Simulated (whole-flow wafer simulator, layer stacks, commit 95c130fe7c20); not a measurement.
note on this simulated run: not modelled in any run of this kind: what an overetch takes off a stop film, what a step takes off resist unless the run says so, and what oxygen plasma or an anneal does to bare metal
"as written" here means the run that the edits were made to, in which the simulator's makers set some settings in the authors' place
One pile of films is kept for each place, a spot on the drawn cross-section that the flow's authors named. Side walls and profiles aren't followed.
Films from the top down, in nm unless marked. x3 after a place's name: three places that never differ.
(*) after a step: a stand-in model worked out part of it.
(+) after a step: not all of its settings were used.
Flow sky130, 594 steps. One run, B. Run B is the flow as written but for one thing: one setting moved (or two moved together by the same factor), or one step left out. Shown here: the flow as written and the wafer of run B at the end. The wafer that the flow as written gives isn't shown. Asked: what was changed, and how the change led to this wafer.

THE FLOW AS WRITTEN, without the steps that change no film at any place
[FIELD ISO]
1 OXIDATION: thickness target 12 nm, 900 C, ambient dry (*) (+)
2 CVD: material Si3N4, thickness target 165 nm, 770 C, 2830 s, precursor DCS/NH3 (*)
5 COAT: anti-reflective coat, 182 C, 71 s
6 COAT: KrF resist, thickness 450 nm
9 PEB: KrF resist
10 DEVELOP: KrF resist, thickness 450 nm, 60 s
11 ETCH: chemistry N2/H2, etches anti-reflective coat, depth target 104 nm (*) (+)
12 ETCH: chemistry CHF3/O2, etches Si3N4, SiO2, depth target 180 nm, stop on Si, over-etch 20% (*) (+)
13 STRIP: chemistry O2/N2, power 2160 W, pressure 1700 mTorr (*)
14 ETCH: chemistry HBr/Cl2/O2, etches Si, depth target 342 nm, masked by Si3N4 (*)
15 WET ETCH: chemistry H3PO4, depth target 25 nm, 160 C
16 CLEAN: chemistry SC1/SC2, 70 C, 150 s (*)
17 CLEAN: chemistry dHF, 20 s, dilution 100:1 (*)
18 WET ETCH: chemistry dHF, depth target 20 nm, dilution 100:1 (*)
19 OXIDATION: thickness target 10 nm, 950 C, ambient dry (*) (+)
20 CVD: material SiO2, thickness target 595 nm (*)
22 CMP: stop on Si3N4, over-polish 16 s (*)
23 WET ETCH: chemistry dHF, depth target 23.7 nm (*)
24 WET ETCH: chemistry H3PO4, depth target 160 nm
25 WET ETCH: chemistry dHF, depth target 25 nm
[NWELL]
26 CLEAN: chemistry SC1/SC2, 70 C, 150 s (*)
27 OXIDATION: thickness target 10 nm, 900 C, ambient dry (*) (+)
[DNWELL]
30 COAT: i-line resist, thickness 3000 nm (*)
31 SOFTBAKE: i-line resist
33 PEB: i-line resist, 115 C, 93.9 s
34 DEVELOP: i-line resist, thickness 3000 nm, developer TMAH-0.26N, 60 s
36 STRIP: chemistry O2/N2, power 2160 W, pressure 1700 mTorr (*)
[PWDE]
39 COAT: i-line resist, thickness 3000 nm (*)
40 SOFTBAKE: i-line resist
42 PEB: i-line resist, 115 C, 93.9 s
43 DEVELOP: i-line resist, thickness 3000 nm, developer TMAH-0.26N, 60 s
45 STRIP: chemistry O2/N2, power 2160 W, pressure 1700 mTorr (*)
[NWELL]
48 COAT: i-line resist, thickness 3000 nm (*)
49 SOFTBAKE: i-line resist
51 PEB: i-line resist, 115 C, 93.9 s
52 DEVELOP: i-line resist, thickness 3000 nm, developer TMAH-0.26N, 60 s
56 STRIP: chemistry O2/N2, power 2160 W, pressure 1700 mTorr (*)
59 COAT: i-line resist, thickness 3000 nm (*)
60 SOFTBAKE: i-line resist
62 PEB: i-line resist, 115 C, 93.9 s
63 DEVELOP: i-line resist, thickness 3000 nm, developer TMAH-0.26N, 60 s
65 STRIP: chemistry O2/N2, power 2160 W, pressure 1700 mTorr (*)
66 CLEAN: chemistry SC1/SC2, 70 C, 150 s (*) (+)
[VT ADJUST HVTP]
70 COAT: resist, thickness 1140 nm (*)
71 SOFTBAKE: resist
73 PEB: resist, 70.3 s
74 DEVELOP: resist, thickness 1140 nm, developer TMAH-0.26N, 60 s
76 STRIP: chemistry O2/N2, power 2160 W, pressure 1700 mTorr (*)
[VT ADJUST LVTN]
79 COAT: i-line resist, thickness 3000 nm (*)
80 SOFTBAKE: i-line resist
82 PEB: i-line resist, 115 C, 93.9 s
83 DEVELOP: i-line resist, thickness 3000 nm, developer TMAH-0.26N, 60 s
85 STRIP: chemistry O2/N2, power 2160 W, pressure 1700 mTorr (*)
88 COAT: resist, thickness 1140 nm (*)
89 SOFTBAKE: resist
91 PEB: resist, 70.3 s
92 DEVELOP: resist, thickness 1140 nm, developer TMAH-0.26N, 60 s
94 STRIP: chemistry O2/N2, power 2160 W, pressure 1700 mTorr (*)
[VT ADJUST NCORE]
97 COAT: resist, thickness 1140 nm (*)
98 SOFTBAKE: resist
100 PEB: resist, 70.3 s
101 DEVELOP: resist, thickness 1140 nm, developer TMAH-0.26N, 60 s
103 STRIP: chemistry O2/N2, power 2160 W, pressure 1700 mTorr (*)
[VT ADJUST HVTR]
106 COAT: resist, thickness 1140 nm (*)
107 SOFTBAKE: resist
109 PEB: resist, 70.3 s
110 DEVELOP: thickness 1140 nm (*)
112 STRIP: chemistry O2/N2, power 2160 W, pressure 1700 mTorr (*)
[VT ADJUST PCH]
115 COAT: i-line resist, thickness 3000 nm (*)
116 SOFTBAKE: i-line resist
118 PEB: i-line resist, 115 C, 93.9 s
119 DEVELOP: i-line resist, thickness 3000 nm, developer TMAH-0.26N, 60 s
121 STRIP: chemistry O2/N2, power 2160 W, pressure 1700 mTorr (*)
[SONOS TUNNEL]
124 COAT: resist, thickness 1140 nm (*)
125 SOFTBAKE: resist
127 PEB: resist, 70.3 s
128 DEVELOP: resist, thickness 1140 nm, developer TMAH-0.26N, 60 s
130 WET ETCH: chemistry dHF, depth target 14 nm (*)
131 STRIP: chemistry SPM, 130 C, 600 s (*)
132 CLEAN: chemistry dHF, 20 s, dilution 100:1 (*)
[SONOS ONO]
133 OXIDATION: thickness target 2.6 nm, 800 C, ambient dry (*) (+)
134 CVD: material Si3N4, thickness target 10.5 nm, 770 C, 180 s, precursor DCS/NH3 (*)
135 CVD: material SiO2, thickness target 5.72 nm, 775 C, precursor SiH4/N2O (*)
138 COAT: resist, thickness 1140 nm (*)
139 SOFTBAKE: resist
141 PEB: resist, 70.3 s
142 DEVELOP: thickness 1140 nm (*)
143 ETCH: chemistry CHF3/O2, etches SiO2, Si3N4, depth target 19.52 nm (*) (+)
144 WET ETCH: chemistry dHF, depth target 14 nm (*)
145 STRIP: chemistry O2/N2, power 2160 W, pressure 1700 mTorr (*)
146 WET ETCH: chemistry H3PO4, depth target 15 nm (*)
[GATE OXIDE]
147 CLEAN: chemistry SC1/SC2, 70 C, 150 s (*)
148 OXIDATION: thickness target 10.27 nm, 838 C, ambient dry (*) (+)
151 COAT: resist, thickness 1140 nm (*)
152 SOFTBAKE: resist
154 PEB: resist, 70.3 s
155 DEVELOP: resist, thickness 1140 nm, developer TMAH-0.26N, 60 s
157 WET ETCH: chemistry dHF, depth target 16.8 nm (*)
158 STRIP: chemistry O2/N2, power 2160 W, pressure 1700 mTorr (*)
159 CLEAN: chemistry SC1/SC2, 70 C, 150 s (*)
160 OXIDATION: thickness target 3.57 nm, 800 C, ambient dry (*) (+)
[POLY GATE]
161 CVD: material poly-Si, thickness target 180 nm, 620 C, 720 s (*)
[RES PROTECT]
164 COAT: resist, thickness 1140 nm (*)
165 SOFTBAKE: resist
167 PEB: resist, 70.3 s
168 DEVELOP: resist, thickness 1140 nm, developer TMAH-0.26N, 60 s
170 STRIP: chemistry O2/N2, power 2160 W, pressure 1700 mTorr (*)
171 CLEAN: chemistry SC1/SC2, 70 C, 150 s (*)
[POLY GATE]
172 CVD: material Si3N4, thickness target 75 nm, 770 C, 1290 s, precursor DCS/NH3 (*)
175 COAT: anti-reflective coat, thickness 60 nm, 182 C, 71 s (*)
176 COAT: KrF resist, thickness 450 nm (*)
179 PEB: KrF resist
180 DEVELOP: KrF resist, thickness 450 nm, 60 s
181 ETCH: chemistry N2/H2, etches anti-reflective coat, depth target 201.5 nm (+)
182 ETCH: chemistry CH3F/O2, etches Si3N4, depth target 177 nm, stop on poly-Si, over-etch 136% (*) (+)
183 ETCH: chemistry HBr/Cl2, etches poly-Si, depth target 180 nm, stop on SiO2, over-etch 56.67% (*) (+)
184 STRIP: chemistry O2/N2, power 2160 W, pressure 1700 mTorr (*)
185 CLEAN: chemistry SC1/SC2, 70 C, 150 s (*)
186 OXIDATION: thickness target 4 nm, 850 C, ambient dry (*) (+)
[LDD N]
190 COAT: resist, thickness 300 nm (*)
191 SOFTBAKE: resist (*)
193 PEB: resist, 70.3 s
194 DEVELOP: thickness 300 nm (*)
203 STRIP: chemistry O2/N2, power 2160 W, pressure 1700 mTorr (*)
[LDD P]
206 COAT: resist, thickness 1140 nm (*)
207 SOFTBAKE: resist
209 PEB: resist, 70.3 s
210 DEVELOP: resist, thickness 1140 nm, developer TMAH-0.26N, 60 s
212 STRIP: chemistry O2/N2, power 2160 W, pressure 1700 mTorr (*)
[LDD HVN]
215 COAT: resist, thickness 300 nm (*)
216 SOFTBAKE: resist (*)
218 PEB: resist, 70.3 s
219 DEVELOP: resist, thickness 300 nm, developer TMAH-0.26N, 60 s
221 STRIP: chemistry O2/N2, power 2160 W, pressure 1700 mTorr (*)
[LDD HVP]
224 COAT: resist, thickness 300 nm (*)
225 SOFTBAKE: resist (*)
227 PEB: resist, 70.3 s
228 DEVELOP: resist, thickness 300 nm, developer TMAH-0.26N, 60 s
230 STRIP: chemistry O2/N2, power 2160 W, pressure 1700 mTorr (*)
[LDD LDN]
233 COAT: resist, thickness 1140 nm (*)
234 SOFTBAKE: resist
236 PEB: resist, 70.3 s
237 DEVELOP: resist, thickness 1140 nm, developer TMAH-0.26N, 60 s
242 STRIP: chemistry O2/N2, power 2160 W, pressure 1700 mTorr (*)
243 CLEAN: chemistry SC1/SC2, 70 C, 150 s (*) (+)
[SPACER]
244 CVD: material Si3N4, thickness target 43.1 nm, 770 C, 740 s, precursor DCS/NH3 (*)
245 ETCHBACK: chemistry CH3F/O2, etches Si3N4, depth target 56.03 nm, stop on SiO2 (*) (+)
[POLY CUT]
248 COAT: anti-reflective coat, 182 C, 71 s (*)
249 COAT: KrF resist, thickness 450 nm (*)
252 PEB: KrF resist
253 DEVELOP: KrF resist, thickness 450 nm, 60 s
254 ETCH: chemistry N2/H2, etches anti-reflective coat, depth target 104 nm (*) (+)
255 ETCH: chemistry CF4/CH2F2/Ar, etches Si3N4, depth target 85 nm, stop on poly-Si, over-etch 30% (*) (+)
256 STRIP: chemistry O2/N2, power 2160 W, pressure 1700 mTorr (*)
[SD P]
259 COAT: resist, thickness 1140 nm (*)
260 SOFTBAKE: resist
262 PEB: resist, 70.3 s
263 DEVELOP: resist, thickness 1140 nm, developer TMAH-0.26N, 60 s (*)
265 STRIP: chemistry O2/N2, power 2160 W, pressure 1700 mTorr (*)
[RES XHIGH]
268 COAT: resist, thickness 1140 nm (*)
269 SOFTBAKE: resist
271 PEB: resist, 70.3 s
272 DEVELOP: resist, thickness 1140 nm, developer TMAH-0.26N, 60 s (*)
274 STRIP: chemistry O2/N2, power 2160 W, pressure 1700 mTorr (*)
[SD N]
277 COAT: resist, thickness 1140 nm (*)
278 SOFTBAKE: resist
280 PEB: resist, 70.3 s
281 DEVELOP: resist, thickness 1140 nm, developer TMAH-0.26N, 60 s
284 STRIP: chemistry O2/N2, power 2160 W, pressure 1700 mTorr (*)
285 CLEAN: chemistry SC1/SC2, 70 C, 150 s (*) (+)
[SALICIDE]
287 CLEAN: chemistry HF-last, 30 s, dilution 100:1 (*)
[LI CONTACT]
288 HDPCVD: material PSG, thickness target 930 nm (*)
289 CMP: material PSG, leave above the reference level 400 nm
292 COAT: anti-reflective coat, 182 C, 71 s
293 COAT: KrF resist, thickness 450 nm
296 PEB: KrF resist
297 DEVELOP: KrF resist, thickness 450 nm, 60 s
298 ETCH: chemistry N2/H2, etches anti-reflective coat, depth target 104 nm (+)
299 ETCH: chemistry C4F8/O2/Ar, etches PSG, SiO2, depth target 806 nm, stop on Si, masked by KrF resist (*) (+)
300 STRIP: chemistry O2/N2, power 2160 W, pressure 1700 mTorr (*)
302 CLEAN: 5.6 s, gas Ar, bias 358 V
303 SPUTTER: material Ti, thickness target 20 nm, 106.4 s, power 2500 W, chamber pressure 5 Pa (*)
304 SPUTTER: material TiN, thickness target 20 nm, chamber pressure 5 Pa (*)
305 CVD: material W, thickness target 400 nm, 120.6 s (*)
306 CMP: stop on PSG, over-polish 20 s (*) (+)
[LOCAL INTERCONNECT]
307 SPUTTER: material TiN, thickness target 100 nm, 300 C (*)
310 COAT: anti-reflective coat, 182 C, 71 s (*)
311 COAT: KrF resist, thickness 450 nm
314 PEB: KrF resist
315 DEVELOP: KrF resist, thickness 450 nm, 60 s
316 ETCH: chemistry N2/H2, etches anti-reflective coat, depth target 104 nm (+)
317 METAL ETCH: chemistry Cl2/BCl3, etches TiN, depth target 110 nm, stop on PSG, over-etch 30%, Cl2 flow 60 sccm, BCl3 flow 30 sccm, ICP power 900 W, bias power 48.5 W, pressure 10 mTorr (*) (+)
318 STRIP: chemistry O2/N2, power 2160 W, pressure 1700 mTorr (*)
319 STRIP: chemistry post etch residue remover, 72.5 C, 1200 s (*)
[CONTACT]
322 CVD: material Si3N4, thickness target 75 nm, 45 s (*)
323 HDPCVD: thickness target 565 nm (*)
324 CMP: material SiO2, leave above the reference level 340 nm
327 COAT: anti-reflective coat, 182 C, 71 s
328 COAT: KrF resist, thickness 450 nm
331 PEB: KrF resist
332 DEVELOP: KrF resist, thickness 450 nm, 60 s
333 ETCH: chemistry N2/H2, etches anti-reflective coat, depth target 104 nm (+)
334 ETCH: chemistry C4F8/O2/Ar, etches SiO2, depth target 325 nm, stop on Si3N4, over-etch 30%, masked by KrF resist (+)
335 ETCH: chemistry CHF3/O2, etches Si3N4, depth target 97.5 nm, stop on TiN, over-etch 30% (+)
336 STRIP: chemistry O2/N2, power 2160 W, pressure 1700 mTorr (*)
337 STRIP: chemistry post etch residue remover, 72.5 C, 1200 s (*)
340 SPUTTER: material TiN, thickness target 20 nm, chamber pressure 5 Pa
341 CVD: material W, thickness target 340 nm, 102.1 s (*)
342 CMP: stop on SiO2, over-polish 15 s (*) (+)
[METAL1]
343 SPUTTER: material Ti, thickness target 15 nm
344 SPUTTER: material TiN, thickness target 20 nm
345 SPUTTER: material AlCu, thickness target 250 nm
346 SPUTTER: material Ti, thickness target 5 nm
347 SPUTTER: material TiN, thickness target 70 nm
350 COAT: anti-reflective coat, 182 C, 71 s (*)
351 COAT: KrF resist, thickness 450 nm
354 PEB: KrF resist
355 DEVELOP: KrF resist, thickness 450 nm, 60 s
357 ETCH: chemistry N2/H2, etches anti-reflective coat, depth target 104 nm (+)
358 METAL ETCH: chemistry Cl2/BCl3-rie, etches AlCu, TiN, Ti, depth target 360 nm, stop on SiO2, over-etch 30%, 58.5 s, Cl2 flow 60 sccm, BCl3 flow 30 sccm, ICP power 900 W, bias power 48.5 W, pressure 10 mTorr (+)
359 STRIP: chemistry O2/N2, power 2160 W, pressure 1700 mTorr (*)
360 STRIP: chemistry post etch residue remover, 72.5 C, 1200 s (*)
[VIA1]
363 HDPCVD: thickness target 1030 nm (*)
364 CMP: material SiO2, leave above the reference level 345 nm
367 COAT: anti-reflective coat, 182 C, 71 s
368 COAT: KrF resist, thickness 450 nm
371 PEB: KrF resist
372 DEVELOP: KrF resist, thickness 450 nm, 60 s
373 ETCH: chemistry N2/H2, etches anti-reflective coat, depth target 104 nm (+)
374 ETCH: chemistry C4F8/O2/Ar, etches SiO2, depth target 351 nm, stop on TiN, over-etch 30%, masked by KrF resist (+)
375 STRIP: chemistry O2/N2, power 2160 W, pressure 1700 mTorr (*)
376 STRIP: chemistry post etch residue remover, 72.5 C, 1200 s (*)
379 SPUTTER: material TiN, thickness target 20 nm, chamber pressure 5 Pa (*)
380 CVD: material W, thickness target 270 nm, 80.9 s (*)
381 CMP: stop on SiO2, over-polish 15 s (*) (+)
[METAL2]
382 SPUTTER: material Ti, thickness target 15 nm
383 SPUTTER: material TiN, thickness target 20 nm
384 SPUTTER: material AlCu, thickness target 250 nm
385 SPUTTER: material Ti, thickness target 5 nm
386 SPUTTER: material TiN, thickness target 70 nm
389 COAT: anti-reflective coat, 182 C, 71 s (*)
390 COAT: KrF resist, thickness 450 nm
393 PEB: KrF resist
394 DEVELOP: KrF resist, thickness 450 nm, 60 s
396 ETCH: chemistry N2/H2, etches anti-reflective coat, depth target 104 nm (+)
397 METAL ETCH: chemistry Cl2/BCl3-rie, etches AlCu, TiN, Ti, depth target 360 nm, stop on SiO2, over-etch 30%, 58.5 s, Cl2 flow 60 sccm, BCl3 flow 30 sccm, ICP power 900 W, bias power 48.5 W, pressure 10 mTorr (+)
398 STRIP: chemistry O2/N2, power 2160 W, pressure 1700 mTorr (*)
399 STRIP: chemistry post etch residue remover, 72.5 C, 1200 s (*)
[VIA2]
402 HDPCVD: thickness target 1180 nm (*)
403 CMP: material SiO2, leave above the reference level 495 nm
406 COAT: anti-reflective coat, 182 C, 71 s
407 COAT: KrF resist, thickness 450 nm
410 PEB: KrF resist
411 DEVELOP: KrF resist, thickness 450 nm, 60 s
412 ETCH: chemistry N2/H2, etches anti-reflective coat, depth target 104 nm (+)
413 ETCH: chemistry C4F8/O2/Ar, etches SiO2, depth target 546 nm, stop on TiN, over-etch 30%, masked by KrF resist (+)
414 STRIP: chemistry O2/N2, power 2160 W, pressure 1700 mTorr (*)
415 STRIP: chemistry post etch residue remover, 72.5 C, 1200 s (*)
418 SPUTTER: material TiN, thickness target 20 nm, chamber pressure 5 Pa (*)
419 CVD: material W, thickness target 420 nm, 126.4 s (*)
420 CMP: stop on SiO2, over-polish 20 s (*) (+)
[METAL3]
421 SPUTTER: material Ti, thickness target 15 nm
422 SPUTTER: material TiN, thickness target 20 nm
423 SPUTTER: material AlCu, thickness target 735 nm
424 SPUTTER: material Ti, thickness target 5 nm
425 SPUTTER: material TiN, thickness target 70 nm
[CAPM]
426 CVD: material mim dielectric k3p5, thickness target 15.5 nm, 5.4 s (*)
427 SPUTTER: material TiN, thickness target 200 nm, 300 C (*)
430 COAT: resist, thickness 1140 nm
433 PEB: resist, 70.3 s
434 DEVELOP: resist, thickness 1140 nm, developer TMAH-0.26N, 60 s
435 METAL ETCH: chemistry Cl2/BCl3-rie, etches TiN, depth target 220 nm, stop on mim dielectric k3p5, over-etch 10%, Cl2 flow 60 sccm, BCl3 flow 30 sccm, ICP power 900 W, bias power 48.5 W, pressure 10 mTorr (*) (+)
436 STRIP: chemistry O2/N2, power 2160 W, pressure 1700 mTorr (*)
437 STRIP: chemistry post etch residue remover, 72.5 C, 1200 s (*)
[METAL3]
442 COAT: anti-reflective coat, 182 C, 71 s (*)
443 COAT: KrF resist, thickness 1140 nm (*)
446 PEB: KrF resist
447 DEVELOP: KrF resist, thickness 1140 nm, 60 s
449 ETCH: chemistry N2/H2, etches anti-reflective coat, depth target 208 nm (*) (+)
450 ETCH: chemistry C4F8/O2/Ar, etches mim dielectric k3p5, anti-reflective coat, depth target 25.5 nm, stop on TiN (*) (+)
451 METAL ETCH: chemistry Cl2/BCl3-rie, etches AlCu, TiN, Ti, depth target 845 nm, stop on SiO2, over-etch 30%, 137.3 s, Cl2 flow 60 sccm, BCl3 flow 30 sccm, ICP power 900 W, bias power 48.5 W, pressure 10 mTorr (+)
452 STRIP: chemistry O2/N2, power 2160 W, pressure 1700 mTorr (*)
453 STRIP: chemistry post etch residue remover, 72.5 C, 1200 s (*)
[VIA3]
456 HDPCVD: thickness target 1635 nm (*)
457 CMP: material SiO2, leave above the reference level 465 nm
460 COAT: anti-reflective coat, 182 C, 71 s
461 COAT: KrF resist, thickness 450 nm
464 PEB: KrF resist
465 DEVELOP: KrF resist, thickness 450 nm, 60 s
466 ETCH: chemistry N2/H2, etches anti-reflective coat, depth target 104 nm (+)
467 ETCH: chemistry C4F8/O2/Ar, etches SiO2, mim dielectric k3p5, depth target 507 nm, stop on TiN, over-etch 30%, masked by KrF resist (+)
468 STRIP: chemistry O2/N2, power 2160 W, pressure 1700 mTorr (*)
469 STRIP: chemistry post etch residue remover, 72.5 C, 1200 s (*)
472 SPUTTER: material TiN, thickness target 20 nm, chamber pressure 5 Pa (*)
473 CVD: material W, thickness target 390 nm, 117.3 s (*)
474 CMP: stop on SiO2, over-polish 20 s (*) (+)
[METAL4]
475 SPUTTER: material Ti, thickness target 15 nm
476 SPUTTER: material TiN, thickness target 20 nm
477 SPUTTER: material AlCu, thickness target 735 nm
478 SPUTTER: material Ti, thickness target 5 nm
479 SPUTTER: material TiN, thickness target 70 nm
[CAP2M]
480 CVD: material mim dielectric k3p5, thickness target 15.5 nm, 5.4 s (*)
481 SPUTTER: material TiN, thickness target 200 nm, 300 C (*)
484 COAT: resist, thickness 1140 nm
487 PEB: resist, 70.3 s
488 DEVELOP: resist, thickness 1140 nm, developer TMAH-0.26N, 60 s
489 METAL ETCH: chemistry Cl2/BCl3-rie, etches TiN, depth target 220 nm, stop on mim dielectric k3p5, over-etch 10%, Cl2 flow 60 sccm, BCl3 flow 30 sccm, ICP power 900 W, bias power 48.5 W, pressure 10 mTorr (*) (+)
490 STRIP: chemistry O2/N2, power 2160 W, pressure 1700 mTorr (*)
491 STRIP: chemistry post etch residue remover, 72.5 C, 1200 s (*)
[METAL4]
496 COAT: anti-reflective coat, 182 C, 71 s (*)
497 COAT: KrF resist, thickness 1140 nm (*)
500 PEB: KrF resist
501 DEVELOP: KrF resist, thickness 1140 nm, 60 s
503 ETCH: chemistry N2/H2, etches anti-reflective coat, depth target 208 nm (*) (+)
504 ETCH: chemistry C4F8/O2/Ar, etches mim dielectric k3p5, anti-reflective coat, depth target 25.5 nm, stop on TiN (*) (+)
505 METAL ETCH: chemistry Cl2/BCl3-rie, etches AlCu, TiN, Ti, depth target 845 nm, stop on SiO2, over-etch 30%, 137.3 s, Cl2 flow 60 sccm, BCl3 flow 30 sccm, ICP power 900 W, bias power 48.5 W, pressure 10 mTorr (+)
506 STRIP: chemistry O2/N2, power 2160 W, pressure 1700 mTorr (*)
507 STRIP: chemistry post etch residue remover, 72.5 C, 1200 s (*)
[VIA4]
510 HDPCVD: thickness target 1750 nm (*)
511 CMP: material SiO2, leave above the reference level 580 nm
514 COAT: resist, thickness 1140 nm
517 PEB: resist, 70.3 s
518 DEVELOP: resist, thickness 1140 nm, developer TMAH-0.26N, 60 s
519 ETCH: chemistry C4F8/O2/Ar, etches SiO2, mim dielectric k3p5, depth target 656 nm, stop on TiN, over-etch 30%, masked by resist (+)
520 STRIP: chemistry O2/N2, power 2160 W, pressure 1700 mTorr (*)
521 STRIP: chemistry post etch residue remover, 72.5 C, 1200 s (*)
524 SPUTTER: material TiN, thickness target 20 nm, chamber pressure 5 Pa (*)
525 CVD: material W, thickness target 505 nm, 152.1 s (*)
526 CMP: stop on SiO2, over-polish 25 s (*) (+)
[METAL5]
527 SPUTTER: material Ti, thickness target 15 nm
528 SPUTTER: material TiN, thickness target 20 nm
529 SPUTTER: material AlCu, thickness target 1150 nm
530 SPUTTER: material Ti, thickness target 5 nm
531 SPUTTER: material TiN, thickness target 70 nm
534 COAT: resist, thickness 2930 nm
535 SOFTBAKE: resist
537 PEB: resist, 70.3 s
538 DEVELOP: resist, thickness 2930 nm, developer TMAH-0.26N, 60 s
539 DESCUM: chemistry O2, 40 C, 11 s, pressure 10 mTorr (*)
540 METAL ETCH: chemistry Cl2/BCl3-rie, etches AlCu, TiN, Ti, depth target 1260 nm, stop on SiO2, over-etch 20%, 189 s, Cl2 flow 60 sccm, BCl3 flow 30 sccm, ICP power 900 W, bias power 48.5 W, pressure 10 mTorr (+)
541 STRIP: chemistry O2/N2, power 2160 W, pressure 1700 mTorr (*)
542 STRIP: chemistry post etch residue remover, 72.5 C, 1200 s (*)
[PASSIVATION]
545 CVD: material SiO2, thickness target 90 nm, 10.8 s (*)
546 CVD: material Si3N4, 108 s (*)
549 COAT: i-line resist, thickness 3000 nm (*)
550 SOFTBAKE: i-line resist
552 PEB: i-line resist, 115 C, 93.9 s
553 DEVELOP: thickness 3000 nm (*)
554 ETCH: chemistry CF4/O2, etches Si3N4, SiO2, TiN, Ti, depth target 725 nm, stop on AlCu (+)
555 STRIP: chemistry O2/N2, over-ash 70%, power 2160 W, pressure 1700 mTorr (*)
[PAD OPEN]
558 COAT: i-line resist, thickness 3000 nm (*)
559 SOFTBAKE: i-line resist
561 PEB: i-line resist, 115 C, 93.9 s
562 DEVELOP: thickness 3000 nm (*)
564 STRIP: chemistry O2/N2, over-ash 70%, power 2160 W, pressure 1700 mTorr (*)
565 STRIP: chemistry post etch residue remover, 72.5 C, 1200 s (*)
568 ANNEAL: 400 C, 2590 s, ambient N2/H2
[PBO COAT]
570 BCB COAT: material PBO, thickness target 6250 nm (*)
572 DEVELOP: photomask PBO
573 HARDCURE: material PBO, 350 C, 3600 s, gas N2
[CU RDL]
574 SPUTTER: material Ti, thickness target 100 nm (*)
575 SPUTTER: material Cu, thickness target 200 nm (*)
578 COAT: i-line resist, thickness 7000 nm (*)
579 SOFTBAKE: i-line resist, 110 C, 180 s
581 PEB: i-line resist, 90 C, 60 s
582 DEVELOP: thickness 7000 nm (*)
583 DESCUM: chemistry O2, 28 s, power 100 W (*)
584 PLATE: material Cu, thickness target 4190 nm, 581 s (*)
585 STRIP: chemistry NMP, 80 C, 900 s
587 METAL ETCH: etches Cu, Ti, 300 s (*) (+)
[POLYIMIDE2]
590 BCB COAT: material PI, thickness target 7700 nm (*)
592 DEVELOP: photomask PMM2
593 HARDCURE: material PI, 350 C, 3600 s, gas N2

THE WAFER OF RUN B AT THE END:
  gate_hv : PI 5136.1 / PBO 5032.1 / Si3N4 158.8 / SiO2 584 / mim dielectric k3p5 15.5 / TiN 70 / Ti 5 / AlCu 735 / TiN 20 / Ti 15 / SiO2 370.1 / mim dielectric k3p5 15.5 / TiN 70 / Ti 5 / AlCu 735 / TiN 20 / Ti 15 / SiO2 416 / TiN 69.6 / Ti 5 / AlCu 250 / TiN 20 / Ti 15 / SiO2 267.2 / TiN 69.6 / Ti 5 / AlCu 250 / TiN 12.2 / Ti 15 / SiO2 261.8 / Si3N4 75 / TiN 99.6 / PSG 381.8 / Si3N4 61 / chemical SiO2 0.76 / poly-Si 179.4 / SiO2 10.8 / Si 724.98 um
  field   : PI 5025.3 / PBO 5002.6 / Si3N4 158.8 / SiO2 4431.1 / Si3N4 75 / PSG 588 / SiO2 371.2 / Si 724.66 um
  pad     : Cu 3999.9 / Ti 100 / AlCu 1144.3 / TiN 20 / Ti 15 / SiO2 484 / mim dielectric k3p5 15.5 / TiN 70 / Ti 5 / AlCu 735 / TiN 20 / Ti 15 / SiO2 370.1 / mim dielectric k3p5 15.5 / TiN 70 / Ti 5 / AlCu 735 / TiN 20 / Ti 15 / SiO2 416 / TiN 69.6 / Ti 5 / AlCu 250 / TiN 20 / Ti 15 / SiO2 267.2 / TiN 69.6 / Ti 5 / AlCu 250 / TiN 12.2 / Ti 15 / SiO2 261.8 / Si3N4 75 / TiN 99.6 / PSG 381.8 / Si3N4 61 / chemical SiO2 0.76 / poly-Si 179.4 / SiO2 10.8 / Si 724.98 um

The cause: step 344, SPUTTER: thickness target 12.2 nm was run, where the flow has thickness target 20 nm.
It can be read off the wafer: gate_hv has TiN 12.2, and step 344 as written asks for 20 nm.

How the change led to this, step by step:
  344 SPUTTER: material TiN, thickness target 20 nm
      field, active, n_well and 188 more: TiN +12.2 (new film) (as written it would be: TiN +20 (new film))
  358 METAL ETCH: chemistry Cl2/BCl3-rie, etches AlCu, TiN, Ti, depth target 360 nm, stop on SiO2, over-etch 30%, 58.5 s, Cl2 flow 60 sccm, BCl3 flow 30 sccm, ICP power 900 W, bias power 48.5 W, pressure 10 mTorr (+)
      field, active, gate and 81 more: TiN -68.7 (all of it), Ti -5 (all of it), AlCu -250 (all of it), TiN -12.2 (all of it), Ti -15 (all of it), SiO2 -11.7 (as written it would be: TiN -68.7 (all of it), Ti -5 (all of it), AlCu -250 (all of it), TiN -20 (all of it), Ti -15 (all of it), SiO2 -10.9)
